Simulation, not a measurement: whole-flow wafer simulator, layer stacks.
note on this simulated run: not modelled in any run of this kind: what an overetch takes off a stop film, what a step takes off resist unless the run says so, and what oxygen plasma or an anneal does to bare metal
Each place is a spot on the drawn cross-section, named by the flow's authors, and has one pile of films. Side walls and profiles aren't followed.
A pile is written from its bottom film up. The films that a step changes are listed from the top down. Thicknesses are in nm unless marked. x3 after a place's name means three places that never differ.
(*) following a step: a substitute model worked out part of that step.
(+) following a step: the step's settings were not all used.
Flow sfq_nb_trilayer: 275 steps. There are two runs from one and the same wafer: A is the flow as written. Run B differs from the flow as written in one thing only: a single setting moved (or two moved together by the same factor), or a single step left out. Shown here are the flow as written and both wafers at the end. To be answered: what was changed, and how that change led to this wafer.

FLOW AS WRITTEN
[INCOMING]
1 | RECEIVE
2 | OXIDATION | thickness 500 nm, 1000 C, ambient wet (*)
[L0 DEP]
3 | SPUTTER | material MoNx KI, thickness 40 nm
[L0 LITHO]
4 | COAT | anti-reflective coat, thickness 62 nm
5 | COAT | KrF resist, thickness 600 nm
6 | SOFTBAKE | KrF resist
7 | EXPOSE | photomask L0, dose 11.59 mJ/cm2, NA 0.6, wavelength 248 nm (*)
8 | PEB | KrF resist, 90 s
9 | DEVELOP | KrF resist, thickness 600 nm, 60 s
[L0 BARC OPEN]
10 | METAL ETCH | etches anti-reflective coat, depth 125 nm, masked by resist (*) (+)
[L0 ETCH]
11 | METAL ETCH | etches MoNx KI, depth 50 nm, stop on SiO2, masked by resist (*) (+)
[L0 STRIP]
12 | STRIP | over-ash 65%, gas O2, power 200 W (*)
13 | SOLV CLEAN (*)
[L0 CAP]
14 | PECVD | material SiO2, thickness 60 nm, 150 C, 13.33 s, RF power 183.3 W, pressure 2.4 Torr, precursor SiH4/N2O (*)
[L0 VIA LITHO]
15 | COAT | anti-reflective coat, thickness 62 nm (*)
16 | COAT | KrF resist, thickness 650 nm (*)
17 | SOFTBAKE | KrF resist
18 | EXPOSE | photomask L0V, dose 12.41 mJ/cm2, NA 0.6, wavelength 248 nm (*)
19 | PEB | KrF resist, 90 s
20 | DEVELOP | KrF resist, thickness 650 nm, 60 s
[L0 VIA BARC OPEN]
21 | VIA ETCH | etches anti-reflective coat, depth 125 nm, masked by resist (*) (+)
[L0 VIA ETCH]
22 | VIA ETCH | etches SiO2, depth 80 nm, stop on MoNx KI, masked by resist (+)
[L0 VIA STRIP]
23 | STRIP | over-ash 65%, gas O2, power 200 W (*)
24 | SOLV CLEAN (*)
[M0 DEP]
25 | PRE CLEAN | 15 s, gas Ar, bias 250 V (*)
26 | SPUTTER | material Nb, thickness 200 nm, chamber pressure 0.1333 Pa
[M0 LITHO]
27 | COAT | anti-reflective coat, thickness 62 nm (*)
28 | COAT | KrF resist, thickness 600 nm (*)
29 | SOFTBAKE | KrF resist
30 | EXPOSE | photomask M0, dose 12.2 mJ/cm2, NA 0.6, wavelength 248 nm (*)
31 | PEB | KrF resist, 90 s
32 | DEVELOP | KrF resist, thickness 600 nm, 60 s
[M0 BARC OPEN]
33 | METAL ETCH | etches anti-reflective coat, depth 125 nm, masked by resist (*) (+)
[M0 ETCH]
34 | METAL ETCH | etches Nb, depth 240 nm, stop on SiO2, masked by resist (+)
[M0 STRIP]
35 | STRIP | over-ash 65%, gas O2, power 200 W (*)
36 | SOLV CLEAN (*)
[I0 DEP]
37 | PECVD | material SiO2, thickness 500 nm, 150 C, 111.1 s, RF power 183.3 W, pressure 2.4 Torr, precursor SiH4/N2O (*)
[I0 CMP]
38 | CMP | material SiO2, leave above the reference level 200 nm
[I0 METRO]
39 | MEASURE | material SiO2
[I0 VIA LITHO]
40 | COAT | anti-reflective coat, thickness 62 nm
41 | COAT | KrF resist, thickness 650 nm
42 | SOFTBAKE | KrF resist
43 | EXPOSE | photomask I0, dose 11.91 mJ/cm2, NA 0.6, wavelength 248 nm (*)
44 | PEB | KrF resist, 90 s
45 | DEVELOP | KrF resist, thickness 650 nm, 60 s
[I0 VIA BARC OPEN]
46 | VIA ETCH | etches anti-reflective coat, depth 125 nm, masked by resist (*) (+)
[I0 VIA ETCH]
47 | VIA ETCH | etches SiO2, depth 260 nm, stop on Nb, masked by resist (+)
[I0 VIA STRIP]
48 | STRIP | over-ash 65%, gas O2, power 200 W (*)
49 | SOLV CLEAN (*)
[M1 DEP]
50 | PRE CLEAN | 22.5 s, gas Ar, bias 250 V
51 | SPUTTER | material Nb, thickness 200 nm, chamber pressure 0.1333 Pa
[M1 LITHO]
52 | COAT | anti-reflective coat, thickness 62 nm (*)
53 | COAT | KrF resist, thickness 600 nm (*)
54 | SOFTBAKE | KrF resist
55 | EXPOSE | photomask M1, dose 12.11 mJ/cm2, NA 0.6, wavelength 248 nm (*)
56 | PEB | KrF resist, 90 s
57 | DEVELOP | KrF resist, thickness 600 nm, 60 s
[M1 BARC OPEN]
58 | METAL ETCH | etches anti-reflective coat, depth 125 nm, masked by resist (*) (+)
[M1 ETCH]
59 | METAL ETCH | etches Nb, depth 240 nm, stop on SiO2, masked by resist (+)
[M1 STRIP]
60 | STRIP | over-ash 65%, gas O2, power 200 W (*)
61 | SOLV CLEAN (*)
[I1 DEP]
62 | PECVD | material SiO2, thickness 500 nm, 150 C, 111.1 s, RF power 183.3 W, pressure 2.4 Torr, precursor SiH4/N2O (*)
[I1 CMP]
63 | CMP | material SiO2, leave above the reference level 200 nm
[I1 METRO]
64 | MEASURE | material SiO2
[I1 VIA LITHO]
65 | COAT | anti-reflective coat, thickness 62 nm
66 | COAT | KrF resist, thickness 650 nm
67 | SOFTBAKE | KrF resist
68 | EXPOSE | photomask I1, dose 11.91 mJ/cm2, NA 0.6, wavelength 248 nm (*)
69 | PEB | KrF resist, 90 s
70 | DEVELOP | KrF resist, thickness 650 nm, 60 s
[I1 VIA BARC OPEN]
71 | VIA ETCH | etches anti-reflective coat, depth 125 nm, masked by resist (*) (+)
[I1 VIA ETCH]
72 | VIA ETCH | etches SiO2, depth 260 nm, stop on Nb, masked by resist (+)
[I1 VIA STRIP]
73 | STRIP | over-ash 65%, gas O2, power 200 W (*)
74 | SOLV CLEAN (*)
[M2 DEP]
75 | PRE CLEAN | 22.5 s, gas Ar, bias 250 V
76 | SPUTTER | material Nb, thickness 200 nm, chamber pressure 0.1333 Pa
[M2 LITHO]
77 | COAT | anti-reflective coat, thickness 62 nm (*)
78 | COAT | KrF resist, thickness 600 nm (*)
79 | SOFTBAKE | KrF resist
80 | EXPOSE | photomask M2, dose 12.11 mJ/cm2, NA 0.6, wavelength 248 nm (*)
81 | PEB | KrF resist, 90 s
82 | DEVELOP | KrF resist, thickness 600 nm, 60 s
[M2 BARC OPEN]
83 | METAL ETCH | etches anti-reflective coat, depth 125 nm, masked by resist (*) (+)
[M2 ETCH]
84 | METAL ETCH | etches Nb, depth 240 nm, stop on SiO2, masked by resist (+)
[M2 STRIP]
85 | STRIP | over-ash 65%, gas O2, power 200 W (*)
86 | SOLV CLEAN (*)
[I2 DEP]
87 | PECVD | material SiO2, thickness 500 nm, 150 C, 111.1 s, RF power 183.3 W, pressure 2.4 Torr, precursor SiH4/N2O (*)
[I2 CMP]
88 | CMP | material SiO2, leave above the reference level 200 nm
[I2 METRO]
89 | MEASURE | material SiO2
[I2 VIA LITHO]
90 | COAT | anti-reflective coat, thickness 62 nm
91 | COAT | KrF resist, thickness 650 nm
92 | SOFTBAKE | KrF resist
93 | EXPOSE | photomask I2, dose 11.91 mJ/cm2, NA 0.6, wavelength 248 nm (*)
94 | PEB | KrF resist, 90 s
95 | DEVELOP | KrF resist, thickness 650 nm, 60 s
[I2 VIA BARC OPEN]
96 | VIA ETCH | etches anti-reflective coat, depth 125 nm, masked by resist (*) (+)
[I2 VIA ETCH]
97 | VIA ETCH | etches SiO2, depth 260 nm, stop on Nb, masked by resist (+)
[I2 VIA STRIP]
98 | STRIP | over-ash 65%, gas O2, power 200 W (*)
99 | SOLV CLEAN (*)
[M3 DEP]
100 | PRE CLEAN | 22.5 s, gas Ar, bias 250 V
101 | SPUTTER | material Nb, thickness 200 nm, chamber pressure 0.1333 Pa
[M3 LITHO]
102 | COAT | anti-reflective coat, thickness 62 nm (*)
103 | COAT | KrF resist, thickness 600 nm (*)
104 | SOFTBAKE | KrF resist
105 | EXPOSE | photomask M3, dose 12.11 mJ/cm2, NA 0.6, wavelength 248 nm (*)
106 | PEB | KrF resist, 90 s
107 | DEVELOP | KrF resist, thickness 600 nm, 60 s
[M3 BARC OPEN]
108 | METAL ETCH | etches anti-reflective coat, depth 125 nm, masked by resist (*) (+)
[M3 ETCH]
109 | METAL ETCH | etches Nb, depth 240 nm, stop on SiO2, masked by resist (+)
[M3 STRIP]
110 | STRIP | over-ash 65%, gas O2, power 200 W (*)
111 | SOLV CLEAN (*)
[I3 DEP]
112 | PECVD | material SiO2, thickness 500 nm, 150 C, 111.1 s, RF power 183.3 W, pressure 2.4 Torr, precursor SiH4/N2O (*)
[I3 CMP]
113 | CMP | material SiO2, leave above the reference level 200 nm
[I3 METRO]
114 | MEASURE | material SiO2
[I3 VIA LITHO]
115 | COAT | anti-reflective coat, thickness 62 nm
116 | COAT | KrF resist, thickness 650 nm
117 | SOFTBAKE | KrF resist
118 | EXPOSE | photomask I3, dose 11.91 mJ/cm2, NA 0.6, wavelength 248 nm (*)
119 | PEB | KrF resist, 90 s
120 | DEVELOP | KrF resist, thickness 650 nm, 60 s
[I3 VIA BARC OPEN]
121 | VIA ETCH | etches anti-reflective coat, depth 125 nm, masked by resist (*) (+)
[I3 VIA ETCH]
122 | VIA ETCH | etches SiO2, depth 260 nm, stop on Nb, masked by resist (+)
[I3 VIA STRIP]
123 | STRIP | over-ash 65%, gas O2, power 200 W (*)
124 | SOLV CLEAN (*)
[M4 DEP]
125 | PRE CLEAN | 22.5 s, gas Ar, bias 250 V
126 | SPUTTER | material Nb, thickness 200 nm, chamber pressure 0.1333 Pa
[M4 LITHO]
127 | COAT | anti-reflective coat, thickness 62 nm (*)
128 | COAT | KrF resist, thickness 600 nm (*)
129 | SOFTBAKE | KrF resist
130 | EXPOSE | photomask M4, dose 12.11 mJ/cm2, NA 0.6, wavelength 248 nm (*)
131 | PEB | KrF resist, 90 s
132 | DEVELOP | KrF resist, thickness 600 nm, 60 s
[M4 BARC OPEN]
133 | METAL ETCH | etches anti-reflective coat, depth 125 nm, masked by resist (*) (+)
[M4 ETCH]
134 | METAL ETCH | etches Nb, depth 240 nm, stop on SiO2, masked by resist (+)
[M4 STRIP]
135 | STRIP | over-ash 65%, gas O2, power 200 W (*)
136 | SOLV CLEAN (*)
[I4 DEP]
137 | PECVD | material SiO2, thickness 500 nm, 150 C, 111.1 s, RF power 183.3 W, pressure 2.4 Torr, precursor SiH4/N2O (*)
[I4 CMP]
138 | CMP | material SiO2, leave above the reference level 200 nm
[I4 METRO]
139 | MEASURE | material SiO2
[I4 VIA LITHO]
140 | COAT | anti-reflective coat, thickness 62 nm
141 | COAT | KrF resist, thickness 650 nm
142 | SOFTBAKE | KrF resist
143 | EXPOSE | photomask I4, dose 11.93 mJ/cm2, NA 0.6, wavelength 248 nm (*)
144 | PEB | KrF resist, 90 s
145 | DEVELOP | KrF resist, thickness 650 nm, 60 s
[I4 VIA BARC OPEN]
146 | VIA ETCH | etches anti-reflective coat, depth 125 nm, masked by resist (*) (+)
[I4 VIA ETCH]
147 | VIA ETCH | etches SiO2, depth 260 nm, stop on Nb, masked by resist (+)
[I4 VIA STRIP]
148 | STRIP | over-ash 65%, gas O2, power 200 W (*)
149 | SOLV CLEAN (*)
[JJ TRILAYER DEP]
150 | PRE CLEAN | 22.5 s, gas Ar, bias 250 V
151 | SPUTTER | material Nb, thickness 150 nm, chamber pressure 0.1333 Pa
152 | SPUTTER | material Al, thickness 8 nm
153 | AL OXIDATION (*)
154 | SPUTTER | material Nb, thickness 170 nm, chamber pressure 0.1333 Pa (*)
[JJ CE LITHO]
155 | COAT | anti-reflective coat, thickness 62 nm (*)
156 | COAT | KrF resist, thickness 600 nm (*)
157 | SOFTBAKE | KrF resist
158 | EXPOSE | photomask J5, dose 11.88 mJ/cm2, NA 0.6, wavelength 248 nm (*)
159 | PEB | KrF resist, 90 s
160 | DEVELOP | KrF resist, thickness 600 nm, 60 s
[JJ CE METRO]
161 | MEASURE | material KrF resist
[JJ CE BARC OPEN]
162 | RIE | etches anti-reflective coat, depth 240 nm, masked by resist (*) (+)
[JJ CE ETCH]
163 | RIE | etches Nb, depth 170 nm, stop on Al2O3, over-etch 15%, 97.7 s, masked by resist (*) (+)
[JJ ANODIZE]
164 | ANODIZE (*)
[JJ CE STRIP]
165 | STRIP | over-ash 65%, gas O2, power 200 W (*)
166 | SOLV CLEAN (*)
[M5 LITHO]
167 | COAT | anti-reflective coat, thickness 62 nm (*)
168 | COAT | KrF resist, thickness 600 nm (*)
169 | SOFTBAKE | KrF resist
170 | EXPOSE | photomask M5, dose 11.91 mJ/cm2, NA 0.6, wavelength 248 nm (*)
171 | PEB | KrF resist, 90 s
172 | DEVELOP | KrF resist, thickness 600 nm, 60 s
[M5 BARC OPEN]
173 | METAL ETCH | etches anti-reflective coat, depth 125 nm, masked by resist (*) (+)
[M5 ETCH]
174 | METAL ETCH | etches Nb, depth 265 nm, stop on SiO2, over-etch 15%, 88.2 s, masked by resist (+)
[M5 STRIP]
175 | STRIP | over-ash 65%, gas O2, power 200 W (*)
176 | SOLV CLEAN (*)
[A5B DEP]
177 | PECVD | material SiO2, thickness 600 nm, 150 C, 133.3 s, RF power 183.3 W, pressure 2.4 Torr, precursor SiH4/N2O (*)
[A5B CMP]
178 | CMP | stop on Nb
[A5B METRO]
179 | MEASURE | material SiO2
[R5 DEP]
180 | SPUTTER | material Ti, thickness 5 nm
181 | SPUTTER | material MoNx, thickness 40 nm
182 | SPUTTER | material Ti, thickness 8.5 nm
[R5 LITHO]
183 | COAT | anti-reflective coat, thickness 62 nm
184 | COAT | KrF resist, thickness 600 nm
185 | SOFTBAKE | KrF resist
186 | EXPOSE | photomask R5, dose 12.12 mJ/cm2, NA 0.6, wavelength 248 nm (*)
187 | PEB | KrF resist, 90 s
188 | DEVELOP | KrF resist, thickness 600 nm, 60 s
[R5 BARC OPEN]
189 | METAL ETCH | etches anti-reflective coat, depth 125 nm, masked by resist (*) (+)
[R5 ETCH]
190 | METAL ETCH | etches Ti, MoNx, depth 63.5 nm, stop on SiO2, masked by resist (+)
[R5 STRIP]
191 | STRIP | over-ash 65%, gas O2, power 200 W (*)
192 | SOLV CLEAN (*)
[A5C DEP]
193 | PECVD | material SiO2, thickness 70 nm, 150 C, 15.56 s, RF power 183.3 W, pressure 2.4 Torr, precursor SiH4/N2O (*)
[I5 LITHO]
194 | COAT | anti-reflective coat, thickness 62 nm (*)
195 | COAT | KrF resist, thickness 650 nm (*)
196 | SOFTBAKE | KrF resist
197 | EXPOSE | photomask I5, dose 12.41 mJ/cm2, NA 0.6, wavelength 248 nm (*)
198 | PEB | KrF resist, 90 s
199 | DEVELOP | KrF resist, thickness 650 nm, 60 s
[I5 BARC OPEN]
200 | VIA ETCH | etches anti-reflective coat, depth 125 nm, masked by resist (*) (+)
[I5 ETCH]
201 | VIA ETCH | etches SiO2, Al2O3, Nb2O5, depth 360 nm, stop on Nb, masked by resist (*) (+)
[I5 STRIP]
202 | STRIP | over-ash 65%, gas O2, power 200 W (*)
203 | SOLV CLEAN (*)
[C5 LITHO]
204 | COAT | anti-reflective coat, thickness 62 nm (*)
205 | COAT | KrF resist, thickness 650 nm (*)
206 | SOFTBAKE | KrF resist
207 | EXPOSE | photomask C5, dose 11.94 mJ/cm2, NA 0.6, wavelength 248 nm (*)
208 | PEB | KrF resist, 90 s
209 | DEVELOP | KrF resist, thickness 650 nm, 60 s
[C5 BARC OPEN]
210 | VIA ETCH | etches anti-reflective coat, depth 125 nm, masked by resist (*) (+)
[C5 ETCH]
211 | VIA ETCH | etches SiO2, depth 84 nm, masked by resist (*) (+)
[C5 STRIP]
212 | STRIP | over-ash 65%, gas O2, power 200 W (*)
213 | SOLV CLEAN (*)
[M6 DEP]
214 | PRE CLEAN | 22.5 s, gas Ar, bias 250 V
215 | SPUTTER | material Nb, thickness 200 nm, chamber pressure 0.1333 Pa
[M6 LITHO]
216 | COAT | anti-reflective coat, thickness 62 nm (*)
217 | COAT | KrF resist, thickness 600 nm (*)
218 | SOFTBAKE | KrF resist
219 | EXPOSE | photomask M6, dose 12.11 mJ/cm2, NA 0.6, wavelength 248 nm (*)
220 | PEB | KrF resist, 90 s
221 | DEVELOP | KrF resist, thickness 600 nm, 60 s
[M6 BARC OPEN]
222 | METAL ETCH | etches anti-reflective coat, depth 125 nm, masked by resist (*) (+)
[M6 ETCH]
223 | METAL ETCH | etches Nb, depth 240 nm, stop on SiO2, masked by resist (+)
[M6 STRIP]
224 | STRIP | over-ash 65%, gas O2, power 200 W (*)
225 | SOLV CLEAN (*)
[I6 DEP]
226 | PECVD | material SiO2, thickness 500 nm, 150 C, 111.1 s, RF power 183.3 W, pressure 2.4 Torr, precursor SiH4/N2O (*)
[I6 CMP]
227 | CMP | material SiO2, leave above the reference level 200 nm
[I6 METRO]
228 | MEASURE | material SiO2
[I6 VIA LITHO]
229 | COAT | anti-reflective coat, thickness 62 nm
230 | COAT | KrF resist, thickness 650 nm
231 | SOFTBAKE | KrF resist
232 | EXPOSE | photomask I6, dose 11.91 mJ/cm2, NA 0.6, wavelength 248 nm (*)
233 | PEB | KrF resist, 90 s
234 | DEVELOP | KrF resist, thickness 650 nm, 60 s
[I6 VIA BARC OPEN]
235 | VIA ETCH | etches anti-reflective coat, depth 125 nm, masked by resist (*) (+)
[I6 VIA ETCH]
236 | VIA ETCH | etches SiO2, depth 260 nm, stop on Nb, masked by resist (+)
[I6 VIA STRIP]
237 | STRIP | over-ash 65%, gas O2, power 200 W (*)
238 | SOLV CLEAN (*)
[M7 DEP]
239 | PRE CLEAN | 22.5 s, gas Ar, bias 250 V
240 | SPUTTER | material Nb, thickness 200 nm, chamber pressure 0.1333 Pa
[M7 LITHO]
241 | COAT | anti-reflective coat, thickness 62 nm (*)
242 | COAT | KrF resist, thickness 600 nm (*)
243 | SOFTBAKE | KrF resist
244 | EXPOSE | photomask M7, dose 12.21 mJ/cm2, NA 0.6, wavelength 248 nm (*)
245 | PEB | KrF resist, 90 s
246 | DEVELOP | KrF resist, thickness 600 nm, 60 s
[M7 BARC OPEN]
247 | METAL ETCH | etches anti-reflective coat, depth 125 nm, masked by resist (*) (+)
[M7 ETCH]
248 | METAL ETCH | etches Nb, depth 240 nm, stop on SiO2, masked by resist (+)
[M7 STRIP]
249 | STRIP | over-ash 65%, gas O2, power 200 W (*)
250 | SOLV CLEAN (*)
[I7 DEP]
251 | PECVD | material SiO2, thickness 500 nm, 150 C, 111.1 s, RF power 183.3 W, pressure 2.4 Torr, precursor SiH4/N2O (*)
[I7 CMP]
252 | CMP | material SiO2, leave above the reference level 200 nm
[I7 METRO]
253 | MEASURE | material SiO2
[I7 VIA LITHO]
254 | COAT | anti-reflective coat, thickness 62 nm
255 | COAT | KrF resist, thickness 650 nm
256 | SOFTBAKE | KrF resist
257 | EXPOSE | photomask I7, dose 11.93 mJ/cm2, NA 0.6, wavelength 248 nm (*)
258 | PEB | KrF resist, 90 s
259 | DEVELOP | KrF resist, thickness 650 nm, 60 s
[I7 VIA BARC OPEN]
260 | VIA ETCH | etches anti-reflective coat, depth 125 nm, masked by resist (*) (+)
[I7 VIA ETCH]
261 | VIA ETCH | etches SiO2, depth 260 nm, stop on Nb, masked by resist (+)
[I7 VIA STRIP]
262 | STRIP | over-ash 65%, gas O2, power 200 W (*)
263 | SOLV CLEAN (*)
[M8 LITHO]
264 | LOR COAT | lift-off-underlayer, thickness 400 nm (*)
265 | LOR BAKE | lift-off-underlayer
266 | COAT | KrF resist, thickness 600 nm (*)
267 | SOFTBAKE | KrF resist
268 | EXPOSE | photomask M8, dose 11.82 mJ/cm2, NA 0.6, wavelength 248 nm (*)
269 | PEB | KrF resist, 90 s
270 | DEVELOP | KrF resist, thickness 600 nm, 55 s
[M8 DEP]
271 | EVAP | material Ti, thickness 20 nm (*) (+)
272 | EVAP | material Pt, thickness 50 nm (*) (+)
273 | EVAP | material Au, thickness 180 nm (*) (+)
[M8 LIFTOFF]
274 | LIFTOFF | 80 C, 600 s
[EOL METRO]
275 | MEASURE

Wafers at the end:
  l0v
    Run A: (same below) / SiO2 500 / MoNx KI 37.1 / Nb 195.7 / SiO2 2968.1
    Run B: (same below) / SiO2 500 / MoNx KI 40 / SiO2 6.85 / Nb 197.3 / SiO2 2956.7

Cause: step 22, VIA ETCH: depth 48 nm was run, whereas the flow has depth 80 nm.

The path from the change to this, step by step:
  22 | VIA ETCH | etches SiO2, depth 80 nm, stop on MoNx KI, masked by resist (+)
      l0v: A SiO2 loses 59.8 (all of it) | B SiO2 loses 48
      field_l, v_sur, via_wl and 102 more: A KrF resist loses 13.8 | B KrF resist loses 8.28
  25 | PRE CLEAN | 15 s, gas Ar, bias 250 V (*)
      l0v: A MoNx KI loses 2.91 | B SiO2 loses 5
  27 | COAT | anti-reflective coat, thickness 62 nm (*)
      l0_sur: A anti-reflective coat gains 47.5 (new film) | B anti-reflective coat gains 48.6 (new film)
      l0v: A anti-reflective coat gains 78 (new film) | B anti-reflective coat gains 75 (new film)
  35 | STRIP | over-ash 65%, gas O2, power 200 W (*)
      l0_sur: A KrF resist loses 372 (all of it), anti-reflective coat loses 47.5 (all of it) | B KrF resist loses 372.6 (all of it), anti-reflective coat loses 48.6 (all of it)
      l0v: A KrF resist loses 405.3 (all of it), anti-reflective coat loses 78 (all of it) | B KrF resist loses 399.2 (all of it), anti-reflective coat loses 75 (all of it)
  38 | CMP | material SiO2, leave above the reference level 200 nm
      l0v: A SiO2 loses 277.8 | B SiO2 loses 289.2
If metal films that touch count as one body, l0v has 2 bodies (between them, from the top down: SiO2 6.85); the flow as written gives 1 body.
